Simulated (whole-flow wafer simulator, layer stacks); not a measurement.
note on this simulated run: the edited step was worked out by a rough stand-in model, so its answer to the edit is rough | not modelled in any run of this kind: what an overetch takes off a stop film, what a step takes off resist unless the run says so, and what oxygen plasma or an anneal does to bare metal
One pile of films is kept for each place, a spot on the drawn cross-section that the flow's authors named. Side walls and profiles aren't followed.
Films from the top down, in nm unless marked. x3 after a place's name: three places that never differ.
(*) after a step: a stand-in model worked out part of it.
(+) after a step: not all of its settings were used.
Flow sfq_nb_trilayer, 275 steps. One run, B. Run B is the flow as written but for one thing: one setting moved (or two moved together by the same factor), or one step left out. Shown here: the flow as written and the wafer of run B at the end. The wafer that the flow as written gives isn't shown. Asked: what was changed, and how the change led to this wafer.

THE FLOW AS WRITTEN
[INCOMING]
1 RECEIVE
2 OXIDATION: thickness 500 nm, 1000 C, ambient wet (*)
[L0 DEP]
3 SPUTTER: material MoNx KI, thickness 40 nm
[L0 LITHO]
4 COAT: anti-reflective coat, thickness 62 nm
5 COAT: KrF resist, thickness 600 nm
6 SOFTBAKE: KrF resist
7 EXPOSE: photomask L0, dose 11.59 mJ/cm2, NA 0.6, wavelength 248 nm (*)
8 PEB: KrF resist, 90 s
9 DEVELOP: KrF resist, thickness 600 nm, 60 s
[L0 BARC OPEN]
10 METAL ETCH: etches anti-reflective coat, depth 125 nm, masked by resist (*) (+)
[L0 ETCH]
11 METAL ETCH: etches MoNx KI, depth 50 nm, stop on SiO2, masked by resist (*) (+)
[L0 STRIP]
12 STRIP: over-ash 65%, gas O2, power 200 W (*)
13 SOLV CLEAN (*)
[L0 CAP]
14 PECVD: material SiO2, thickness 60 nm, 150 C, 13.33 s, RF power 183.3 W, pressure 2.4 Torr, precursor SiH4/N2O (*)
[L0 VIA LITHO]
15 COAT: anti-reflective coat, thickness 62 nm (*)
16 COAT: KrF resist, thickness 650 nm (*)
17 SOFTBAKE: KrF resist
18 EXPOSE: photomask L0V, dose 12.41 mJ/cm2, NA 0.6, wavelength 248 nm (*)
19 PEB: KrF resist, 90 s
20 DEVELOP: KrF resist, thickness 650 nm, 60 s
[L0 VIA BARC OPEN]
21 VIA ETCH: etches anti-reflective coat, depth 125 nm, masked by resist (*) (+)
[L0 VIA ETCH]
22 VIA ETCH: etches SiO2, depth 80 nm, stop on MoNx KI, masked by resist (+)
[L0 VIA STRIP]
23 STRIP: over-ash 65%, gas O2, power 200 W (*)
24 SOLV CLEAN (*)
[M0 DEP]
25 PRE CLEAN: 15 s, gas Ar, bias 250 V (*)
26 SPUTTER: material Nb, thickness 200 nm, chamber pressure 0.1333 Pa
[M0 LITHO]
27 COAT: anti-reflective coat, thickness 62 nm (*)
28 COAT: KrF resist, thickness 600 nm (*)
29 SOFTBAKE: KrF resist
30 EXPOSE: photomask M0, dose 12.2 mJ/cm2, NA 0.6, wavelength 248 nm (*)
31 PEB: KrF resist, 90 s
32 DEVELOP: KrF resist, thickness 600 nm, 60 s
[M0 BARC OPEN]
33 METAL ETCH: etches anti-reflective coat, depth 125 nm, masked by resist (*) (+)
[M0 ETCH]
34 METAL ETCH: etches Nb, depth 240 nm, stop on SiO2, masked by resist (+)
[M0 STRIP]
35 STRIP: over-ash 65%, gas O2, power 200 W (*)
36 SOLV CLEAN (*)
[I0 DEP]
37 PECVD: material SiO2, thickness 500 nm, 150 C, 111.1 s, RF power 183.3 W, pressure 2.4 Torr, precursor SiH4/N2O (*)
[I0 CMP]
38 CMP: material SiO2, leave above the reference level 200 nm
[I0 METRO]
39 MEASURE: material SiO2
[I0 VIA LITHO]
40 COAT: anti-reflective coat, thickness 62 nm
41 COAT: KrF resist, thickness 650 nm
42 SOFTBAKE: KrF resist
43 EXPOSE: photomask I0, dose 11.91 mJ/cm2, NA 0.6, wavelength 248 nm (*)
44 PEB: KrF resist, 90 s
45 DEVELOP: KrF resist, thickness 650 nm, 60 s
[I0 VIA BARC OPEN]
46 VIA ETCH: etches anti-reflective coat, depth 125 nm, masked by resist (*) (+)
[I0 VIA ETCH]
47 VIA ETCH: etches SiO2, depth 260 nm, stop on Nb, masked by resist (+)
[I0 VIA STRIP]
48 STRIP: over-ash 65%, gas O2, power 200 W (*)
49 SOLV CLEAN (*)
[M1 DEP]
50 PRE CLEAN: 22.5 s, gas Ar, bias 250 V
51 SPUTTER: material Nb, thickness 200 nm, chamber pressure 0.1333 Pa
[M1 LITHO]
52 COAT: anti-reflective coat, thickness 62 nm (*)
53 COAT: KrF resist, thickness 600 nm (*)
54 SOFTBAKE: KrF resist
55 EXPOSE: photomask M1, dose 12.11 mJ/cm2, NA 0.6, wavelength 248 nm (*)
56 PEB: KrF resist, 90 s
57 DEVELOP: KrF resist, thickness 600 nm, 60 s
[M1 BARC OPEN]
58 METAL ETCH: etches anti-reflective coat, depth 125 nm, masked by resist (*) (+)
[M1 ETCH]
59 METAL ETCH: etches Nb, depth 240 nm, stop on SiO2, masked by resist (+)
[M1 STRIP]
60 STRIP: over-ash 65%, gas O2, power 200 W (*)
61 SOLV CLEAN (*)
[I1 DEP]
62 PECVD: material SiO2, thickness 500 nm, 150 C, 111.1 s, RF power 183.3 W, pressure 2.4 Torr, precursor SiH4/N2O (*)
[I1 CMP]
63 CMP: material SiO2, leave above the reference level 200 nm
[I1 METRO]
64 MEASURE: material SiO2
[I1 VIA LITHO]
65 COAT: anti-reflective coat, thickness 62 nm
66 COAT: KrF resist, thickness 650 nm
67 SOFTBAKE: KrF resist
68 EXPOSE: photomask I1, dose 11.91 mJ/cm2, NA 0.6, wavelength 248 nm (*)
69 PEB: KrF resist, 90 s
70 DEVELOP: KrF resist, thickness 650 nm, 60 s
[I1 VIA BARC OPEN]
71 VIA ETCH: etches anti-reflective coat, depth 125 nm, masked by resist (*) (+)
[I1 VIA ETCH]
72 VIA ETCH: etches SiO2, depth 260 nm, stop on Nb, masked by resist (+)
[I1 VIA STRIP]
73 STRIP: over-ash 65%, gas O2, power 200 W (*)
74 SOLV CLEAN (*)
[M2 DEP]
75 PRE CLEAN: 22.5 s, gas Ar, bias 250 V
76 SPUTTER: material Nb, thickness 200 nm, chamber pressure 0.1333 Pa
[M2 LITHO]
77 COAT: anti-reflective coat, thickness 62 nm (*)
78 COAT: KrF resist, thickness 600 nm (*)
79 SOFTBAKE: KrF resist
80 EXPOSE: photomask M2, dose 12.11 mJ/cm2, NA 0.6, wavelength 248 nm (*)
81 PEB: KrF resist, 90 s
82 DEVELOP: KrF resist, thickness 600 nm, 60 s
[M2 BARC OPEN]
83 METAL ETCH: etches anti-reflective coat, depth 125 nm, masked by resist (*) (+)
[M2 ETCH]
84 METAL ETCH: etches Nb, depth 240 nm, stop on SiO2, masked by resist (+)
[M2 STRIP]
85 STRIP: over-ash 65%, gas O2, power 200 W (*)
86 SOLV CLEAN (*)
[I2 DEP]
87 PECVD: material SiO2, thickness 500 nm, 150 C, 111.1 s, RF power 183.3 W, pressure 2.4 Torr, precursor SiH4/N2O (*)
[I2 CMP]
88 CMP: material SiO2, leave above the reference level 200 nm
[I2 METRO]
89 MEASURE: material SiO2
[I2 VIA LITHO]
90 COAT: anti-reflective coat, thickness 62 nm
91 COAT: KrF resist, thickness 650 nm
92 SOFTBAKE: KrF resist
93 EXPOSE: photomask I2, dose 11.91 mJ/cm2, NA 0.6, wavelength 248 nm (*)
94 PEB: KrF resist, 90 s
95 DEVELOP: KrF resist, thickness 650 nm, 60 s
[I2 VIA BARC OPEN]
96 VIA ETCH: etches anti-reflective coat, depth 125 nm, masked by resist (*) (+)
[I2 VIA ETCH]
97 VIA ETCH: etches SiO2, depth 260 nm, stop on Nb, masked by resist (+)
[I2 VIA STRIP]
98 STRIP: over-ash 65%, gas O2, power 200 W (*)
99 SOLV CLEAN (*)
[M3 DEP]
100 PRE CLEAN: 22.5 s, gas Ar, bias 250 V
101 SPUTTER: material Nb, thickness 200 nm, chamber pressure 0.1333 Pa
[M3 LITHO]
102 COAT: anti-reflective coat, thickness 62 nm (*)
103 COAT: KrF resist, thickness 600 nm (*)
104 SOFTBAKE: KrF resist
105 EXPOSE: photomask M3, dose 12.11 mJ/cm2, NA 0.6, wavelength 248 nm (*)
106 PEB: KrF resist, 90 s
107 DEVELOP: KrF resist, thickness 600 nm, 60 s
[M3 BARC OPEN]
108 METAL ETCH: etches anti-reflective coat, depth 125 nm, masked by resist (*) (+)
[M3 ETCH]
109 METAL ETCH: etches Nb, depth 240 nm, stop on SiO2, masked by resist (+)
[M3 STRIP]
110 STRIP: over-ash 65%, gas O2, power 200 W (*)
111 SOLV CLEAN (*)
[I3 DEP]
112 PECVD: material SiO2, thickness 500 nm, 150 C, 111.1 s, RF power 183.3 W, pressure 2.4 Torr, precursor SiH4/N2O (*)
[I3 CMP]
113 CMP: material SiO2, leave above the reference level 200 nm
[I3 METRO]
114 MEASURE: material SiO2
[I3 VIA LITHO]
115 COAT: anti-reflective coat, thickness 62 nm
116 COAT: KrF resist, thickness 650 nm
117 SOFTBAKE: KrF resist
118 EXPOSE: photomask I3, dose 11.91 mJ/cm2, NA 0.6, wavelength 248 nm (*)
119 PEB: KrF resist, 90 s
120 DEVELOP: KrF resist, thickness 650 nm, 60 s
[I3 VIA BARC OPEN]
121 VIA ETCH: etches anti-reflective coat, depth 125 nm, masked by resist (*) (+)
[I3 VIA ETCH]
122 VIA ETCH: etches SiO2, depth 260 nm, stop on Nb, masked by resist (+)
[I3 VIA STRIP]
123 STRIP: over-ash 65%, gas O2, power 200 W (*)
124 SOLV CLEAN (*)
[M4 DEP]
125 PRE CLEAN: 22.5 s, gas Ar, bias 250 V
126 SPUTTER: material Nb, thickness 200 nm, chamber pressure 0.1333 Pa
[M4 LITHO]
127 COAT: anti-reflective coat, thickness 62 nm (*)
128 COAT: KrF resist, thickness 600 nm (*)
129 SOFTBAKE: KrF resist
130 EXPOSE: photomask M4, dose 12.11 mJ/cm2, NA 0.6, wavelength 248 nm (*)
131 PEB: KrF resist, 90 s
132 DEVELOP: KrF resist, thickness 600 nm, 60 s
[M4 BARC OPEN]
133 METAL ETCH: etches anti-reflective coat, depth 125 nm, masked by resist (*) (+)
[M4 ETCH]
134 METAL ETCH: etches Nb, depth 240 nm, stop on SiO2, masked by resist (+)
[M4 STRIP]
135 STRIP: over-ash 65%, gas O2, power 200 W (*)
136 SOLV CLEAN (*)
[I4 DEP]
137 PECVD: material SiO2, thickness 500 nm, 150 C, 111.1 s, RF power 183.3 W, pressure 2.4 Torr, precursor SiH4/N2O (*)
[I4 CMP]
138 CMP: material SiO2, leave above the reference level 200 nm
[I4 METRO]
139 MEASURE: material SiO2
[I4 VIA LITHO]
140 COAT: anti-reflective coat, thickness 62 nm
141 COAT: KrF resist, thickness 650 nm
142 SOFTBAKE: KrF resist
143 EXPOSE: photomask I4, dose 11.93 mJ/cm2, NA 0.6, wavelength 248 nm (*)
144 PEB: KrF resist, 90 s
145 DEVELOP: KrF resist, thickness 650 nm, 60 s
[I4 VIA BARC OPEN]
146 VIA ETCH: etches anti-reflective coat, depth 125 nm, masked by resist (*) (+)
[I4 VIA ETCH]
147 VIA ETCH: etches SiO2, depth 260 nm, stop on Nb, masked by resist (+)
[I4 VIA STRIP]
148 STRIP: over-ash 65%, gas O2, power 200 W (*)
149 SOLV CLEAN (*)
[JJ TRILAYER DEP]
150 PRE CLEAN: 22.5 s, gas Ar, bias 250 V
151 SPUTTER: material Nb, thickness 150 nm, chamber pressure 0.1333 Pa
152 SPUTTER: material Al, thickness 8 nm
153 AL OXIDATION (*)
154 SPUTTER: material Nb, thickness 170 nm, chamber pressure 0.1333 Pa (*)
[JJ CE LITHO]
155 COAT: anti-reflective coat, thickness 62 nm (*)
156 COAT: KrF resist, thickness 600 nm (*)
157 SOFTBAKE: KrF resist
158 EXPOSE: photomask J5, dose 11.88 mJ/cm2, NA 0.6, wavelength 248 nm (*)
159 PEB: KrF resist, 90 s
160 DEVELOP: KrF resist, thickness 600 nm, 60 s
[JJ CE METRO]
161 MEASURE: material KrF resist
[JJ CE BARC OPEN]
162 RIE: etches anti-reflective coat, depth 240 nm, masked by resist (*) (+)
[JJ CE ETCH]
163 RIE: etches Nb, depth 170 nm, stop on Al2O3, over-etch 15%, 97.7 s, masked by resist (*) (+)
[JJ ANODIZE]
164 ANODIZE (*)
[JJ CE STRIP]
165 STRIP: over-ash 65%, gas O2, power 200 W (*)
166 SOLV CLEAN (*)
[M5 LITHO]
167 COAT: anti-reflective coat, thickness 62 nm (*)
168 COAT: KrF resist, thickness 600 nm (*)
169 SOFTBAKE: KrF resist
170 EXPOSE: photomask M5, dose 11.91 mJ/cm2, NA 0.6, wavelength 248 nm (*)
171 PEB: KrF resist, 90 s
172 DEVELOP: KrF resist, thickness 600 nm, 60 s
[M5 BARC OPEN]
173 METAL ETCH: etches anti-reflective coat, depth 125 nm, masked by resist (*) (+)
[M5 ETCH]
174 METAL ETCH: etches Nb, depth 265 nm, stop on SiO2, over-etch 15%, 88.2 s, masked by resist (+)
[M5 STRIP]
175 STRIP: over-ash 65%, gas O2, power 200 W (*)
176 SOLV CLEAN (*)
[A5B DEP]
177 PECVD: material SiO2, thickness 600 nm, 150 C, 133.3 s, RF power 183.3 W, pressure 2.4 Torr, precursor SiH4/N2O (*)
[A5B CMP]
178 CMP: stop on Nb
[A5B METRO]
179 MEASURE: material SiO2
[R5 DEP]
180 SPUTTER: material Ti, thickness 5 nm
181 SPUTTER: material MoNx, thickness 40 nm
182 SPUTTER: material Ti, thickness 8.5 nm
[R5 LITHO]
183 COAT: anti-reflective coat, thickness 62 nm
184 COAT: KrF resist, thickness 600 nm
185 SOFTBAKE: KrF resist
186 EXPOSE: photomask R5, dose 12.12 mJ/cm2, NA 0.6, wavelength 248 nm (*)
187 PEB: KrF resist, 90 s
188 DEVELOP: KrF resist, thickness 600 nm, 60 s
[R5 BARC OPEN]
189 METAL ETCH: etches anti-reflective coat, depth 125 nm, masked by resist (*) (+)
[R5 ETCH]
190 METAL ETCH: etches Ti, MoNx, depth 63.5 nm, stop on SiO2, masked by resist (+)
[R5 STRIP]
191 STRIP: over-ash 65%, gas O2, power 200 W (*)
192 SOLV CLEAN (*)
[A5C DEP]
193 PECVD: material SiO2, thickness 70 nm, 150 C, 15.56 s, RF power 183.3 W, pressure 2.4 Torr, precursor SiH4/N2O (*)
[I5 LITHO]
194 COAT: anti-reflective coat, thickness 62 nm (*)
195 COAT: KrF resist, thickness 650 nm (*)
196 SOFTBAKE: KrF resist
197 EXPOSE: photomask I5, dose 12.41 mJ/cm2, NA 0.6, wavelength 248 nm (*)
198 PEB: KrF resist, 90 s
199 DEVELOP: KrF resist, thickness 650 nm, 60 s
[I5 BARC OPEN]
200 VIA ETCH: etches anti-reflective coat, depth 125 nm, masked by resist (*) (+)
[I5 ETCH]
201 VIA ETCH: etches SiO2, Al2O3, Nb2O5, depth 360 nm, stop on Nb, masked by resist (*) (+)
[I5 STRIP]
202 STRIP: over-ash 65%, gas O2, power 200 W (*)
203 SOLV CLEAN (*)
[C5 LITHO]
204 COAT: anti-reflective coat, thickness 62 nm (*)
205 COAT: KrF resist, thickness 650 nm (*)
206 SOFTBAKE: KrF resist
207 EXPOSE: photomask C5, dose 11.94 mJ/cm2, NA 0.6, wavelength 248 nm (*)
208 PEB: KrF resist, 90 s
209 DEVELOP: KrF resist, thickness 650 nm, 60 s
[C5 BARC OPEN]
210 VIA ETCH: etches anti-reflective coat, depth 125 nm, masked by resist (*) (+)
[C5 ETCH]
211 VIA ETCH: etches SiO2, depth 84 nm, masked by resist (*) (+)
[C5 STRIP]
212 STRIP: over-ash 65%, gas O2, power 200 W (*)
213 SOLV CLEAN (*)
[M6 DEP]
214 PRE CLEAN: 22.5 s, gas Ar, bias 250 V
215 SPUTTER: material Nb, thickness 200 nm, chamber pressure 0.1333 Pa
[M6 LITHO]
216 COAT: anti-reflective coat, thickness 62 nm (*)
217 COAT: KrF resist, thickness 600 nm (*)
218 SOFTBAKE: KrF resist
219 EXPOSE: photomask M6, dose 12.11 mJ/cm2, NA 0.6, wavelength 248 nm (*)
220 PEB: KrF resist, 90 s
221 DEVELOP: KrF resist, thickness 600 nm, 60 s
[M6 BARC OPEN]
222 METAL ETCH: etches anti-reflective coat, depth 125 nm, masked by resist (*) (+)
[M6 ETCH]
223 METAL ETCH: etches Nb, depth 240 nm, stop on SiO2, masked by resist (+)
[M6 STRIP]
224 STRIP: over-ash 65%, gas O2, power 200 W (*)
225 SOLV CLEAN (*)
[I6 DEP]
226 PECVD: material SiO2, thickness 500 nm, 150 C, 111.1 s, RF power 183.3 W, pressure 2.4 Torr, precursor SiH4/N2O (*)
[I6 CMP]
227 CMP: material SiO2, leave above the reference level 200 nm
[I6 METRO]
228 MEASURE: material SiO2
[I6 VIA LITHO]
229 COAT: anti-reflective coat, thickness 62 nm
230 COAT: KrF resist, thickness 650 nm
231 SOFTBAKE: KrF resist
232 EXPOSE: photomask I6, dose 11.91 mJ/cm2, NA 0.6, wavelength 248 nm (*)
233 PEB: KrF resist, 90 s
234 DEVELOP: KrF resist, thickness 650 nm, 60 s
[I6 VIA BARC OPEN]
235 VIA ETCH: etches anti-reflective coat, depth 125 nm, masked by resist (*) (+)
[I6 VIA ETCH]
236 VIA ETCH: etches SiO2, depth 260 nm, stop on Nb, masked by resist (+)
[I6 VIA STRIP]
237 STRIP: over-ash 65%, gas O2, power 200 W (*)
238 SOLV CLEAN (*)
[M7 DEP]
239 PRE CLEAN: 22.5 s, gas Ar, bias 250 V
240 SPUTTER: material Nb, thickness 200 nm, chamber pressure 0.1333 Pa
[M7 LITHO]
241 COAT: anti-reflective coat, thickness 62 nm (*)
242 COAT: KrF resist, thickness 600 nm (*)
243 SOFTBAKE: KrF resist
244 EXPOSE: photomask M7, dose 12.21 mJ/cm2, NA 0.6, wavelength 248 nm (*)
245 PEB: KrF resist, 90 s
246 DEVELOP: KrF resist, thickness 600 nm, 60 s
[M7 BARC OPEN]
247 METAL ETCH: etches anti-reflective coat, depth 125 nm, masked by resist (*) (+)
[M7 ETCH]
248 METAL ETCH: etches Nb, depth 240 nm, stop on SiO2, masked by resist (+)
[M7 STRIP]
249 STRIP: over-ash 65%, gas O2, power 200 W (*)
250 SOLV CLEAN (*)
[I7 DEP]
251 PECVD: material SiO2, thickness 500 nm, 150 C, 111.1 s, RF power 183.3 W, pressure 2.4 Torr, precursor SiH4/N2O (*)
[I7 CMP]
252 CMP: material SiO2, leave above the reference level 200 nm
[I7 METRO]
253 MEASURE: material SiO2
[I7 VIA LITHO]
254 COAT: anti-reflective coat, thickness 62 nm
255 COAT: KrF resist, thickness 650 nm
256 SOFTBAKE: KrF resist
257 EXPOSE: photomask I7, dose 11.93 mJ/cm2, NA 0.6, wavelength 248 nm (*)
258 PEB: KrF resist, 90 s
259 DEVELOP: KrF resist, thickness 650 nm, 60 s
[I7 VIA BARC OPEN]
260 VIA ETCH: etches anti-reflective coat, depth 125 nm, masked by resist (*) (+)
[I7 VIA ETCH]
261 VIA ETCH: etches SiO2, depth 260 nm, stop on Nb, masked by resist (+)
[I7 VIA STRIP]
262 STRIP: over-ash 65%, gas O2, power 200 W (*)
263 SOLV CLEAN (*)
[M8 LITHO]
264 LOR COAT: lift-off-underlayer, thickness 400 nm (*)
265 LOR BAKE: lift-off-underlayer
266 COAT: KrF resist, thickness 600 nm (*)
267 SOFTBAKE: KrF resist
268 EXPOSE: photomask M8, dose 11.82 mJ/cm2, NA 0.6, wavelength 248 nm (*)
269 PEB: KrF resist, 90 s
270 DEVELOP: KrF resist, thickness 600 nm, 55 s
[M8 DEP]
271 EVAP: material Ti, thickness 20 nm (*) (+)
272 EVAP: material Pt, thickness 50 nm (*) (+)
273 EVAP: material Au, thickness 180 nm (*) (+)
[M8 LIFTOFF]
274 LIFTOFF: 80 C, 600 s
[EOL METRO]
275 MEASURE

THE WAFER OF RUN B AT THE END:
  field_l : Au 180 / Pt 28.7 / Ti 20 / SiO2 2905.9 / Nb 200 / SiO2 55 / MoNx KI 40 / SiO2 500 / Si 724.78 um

The cause: step 272, EVAP: thickness 28.7 nm was run, where the flow has thickness 50 nm.
It can be read off the wafer: field_l has Pt 28.7, and step 272 as written asks for 50 nm.

How the change led to this, step by step:
  272 EVAP: material Pt, thickness 50 nm (*) (+)
      field_l, v_sur, via_wl and 103 more: Pt +28.7 (new film) (as written it would be: Pt +50 (new film))
  274 LIFTOFF: 80 C, 600 s
      p4_fl, p4_fm, p4_w1 and 71 more: Au -180 (all of it), Pt -28.7 (all of it), Ti -20 (all of it), KrF resist -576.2 (all of it), lift-off-underlayer -400 (all of it) (as written it would be: Au -180 (all of it), Pt -50 (all of it), Ti -20 (all of it), KrF resist -576.2 (all of it), lift-off-underlayer -400 (all of it))
      c5j, ce_r: Au -180 (all of it), Pt -28.7 (all of it), Ti -20 (all of it), KrF resist -573.3 (all of it), lift-off-underlayer -399.3 (all of it) (as written it would be: Au -180 (all of it), Pt -50 (all of it), Ti -20 (all of it), KrF resist -573.3 (all of it), lift-off-underlayer -399.3 (all of it))
      (and at 19 more places)
